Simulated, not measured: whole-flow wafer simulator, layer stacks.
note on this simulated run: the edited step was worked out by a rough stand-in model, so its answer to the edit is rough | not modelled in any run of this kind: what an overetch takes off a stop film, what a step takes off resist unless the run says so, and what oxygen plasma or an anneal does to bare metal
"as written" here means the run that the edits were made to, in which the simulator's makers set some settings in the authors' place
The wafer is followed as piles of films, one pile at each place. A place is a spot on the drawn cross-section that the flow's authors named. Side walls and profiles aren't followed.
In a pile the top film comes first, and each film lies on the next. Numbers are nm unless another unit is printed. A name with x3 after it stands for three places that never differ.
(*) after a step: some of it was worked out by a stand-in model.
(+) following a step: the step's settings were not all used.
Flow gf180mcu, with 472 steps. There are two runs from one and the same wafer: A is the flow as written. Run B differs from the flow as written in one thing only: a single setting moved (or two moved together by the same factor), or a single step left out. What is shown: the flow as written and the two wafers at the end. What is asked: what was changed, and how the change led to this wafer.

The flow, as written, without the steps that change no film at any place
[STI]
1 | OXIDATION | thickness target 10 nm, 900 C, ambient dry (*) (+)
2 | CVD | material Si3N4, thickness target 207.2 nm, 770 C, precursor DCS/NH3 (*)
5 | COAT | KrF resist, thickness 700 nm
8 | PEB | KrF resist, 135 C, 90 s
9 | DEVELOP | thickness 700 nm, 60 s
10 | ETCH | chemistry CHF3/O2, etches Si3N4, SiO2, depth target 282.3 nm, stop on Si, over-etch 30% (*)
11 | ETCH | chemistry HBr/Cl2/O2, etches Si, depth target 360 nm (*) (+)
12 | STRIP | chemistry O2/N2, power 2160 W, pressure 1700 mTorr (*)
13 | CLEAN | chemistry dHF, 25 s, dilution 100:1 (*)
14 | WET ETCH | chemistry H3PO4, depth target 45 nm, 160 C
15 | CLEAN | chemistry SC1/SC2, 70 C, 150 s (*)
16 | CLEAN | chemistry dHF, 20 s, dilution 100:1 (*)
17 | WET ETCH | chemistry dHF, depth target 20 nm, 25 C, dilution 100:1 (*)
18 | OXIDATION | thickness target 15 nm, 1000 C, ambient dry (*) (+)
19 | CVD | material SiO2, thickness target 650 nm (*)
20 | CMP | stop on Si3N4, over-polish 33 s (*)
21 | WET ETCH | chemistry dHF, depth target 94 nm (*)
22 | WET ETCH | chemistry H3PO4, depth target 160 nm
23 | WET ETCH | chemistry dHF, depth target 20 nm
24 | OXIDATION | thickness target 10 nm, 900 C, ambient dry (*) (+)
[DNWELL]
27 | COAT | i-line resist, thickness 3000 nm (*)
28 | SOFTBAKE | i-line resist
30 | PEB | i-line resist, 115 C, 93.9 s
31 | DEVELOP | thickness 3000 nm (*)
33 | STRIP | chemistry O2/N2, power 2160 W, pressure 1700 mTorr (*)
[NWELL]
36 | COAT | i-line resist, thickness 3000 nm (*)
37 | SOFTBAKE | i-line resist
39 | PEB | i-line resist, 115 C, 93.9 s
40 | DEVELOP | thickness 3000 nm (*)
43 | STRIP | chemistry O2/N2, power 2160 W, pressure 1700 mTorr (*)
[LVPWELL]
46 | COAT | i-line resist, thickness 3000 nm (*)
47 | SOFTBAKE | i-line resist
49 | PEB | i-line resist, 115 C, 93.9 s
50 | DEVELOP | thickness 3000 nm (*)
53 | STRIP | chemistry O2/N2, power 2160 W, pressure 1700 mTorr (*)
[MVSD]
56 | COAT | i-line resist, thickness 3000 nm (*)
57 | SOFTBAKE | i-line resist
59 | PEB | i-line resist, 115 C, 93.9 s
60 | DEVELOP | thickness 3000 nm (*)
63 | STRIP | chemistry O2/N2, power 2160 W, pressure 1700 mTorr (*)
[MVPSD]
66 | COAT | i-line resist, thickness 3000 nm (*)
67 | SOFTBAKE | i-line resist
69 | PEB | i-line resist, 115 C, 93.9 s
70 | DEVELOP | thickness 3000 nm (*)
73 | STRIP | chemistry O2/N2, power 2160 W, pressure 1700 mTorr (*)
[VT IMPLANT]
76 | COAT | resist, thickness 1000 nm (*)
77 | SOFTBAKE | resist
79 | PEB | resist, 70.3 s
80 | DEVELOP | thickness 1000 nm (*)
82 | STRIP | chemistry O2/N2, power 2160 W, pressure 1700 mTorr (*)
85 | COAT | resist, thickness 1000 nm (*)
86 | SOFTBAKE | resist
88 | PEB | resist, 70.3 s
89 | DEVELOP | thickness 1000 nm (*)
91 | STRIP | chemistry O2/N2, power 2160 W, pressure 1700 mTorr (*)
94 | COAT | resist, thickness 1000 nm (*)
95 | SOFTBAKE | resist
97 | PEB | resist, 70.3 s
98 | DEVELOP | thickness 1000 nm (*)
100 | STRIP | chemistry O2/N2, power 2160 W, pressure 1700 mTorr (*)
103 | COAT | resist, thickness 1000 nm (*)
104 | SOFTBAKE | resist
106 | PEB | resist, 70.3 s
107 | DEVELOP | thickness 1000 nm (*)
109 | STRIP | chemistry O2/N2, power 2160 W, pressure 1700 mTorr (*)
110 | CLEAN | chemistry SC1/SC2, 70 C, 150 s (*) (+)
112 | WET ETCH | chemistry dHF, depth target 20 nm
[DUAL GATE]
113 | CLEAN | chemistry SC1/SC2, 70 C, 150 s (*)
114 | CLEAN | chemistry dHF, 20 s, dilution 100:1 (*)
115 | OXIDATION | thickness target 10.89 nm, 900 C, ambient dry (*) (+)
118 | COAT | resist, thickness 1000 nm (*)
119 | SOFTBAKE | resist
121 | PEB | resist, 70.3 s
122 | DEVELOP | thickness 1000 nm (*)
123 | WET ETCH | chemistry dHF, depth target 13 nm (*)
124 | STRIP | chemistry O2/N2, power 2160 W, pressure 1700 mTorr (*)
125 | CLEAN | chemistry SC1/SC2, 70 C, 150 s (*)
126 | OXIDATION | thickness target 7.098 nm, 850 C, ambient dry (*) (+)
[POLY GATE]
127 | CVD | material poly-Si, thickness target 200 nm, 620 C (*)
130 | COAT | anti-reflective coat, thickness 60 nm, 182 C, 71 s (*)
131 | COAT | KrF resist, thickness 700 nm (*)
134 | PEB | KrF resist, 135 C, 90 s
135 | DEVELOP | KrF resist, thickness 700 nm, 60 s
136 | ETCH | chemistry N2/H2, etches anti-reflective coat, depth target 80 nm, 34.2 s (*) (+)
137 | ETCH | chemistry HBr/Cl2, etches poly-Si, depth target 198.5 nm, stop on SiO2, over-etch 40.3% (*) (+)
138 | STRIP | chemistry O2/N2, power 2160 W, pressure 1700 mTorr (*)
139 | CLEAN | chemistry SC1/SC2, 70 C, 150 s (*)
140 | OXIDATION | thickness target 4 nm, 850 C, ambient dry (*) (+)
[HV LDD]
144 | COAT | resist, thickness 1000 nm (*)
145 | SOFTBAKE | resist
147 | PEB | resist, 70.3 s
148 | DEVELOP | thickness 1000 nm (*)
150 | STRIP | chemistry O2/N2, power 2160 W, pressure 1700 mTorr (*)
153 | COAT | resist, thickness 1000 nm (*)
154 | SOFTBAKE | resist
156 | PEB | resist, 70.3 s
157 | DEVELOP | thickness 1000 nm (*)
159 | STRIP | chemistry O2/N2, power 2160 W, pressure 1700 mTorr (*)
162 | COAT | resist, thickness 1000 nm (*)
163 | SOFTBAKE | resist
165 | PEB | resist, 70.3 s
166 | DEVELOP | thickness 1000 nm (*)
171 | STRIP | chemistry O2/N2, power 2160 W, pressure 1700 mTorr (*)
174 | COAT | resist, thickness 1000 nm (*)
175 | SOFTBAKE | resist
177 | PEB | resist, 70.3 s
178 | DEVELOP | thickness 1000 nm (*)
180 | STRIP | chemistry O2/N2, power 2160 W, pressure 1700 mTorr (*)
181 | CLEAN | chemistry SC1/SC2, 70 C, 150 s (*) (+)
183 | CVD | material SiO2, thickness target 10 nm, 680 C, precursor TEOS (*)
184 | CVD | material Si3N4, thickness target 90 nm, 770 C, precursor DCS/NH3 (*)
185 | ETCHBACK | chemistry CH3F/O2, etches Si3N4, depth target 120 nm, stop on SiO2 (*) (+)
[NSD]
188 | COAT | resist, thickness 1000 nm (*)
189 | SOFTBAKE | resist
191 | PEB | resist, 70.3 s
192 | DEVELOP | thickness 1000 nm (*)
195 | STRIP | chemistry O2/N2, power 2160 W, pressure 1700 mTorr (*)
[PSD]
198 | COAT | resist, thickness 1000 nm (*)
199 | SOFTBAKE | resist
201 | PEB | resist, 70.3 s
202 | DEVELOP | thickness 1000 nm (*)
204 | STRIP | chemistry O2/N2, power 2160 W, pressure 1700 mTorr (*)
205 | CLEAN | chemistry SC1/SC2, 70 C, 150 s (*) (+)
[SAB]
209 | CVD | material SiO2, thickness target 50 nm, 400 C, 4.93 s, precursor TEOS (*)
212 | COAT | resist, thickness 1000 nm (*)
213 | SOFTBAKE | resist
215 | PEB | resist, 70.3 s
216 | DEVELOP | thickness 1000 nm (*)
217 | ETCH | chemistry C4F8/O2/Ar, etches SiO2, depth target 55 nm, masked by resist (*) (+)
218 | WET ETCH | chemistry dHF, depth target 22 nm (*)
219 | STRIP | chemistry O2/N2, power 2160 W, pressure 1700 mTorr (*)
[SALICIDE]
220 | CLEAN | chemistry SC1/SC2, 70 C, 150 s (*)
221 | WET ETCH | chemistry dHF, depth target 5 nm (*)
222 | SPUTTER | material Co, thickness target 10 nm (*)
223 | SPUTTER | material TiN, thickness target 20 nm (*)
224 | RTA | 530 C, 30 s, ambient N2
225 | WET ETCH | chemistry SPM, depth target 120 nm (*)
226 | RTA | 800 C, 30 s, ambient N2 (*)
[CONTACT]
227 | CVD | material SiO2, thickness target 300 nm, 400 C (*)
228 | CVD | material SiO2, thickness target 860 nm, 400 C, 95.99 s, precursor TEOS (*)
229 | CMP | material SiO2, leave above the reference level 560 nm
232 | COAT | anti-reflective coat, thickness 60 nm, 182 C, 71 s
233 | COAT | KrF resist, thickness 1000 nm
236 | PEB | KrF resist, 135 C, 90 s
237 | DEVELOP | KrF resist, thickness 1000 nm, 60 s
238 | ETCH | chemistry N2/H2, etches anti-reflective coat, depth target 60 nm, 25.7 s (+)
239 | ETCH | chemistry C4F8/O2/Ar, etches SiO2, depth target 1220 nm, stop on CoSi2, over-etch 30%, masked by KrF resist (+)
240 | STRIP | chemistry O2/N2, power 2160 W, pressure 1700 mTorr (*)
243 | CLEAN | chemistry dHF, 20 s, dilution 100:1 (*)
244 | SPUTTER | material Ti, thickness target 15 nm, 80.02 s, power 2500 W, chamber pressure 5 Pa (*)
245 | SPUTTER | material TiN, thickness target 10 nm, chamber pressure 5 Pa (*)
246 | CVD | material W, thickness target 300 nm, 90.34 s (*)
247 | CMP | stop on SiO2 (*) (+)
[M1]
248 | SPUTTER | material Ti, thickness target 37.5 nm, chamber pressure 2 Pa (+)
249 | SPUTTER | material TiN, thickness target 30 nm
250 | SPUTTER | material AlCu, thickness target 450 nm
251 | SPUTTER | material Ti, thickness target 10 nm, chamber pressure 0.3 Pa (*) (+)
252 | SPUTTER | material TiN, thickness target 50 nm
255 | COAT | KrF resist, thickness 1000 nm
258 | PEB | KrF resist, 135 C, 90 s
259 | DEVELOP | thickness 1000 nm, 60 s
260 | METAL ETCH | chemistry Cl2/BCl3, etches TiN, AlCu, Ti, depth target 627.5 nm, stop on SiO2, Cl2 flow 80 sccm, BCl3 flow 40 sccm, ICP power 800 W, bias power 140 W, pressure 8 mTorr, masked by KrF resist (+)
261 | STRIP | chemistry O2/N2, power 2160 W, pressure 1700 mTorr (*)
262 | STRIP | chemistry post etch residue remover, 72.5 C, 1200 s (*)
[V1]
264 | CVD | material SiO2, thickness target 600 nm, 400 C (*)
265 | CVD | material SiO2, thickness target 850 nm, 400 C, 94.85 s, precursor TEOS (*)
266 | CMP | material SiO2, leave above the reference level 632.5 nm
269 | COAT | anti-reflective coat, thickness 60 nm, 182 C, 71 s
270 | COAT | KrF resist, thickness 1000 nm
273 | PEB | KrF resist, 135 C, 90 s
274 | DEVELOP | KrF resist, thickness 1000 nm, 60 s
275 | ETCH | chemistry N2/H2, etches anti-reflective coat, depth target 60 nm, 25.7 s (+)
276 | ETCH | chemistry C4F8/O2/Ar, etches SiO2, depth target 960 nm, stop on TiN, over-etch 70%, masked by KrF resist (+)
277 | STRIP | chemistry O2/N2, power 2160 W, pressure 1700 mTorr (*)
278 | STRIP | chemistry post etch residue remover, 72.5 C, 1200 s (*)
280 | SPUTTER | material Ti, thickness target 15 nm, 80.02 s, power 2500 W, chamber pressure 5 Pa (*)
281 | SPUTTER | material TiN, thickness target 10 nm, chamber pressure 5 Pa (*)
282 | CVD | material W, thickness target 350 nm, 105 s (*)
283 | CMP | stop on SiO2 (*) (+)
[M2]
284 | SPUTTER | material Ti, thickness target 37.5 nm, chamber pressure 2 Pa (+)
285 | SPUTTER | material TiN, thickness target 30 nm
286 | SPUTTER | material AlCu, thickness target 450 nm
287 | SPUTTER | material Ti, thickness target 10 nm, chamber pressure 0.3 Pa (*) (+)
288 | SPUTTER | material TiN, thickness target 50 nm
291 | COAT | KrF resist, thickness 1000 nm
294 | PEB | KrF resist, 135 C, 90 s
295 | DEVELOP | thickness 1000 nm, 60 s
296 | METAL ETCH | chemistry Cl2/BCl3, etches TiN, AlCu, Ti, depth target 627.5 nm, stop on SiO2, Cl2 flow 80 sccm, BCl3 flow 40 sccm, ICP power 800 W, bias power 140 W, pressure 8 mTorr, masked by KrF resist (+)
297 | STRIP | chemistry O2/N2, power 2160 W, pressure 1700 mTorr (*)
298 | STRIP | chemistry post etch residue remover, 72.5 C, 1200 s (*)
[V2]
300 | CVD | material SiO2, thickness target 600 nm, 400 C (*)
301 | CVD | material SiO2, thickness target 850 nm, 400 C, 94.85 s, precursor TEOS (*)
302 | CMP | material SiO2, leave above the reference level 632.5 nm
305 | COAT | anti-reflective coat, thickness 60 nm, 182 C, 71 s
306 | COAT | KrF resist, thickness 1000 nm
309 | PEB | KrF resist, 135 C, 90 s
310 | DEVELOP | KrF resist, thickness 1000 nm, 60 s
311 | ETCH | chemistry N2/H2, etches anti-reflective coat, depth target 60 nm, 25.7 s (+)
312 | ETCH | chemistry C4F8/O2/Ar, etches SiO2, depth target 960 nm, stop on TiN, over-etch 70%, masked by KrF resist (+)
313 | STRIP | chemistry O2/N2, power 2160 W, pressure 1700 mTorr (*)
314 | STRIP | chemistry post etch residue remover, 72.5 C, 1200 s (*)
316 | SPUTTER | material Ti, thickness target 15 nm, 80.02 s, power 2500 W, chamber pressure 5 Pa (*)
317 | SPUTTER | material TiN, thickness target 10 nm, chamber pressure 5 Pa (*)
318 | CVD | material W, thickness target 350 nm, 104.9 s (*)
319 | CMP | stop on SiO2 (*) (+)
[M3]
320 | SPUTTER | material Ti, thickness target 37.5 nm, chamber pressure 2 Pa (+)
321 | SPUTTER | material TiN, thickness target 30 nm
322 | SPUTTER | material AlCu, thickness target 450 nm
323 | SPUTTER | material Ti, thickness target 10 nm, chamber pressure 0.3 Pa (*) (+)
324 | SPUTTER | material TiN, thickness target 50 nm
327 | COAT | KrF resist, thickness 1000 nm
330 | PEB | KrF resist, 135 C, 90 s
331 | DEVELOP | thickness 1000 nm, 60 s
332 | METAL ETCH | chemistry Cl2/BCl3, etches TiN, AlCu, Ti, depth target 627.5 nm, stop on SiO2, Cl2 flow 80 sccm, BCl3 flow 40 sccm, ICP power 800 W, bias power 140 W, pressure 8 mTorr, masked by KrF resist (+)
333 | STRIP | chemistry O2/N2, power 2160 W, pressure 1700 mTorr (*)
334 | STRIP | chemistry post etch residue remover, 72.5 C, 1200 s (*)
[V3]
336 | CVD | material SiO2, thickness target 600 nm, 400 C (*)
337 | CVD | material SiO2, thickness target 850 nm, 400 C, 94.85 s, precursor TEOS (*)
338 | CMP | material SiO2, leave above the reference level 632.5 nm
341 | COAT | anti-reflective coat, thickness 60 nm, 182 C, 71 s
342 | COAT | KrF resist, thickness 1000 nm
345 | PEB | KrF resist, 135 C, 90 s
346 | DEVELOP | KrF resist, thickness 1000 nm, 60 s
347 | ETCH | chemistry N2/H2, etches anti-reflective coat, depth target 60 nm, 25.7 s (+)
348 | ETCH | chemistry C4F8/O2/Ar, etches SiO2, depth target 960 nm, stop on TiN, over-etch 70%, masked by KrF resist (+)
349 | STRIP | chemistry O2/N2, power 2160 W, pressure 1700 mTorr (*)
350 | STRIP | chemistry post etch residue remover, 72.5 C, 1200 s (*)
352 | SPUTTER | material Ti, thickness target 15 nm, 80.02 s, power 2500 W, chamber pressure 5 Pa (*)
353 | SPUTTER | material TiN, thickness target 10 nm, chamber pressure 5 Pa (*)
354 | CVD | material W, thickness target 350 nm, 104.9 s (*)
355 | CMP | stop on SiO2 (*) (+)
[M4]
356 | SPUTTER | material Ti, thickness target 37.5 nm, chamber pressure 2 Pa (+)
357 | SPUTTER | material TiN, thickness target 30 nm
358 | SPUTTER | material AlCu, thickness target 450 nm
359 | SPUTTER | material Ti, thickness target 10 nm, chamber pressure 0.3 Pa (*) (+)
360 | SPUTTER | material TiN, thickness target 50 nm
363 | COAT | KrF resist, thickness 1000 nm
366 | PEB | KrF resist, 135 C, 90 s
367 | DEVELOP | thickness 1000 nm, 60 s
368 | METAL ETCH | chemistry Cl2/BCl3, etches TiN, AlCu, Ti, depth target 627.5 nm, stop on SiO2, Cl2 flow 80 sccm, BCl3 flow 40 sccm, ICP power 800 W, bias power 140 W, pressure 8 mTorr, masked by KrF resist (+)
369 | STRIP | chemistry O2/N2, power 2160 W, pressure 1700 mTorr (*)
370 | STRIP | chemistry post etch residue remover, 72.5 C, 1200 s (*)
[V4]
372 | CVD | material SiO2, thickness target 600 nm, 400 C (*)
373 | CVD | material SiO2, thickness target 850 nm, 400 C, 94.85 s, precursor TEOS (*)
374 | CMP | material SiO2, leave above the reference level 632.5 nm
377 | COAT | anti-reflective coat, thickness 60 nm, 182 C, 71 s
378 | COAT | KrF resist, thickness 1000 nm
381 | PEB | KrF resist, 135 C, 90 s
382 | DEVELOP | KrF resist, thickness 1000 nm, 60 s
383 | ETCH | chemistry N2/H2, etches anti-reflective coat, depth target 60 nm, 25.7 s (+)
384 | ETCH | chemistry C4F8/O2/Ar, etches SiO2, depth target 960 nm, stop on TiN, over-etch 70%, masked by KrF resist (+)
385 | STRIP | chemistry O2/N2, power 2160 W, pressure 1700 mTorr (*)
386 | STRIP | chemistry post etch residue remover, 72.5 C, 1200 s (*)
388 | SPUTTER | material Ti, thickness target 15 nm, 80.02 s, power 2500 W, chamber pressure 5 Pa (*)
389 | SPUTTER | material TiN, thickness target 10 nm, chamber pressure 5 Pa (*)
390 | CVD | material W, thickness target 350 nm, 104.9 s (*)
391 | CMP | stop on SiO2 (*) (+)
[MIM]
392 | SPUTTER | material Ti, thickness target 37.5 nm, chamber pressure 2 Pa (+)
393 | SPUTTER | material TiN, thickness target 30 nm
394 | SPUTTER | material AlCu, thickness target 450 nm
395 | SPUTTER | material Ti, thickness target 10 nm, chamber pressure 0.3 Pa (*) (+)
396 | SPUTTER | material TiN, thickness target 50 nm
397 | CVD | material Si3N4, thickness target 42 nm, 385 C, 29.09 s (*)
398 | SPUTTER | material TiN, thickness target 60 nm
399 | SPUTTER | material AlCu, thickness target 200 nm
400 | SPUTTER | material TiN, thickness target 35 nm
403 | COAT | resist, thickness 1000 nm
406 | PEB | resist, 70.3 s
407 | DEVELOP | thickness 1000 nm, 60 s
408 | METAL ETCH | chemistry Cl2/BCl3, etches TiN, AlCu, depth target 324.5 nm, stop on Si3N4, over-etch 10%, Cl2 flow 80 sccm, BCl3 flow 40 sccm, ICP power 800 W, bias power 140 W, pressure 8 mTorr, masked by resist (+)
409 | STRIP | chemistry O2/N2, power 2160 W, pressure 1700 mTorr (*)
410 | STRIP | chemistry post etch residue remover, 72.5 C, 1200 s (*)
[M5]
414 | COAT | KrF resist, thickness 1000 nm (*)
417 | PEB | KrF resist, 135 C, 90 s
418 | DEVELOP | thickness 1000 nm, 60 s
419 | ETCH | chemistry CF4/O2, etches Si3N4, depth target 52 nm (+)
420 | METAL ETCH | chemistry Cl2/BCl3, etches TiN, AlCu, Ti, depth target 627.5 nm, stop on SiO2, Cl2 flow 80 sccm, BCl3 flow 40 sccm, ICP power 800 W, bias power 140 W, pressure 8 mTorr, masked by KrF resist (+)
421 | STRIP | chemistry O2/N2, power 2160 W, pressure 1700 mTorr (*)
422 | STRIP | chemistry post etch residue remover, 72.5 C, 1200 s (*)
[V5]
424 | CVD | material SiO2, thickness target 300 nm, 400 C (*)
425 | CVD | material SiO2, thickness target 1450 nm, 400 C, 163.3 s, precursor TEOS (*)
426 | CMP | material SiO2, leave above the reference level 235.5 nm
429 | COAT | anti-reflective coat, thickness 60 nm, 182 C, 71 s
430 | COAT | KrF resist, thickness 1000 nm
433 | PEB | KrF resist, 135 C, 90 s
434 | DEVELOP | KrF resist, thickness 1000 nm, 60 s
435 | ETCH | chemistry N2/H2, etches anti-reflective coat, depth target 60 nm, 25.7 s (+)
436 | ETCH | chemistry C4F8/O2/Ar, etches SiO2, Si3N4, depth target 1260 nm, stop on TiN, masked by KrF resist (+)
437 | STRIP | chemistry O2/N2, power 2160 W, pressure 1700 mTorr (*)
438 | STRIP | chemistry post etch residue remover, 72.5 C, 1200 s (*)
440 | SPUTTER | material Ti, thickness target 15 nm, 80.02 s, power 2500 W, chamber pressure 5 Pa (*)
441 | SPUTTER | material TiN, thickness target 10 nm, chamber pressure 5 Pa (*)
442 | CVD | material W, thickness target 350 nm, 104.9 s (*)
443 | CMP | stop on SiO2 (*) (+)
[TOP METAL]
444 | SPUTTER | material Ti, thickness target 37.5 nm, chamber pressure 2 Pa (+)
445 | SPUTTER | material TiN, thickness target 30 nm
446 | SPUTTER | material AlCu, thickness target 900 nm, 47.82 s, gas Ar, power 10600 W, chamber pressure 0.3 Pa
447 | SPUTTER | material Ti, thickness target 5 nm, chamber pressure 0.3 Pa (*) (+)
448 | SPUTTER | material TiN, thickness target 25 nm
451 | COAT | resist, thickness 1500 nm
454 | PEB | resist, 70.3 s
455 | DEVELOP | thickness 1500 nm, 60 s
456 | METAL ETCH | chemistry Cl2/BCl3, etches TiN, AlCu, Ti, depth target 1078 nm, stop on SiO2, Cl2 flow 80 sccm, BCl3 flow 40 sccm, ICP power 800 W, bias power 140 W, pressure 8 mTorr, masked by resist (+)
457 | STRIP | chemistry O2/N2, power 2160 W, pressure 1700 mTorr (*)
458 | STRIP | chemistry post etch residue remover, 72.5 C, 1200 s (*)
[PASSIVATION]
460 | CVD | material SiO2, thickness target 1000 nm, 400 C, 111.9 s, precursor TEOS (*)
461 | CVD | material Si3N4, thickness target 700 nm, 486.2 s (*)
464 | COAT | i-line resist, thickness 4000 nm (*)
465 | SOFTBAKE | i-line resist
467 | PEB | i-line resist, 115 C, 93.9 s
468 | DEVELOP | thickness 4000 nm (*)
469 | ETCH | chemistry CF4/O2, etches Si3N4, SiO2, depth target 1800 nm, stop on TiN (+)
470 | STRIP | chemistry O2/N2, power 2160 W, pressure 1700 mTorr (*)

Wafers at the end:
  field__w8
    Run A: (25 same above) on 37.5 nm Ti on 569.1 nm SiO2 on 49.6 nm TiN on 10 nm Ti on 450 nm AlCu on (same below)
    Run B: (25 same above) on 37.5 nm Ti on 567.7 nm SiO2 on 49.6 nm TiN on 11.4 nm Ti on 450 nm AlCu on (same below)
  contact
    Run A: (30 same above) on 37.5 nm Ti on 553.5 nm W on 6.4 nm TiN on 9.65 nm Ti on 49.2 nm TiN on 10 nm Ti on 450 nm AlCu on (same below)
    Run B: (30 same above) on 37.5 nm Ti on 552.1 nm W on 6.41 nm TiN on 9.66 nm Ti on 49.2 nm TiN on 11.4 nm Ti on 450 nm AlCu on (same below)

What caused this: step 287, SPUTTER: thickness target 11.4 nm was run, though the flow has thickness target 10 nm.
One can read it off the wafer: field__w8 has Ti 11.4, and step 287 as written asks for 10 nm.

How this came from the change, step by step:
  287 | SPUTTER | material Ti, thickness target 10 nm, chamber pressure 0.3 Pa (*) (+)
      field, field__w1, field__w2 and 108 more: A +10 Ti (new film) | B +11.4 Ti (new film)
  296 | METAL ETCH | chemistry Cl2/BCl3, etches TiN, AlCu, Ti, depth target 627.5 nm, stop on SiO2, Cl2 flow 80 sccm, BCl3 flow 40 sccm, ICP power 800 W, bias power 140 W, pressure 8 mTorr, masked by KrF resist (+)
      field, field__w1, field__w2 and 103 more: A -50 TiN (all of it), -10 Ti (all of it), -450 AlCu (all of it), -30 TiN (all of it), -37.5 Ti (all of it) | B -50 TiN (all of it), -11.4 Ti (all of it), -450 AlCu (all of it), -30 TiN (all of it), -37.5 Ti (all of it)
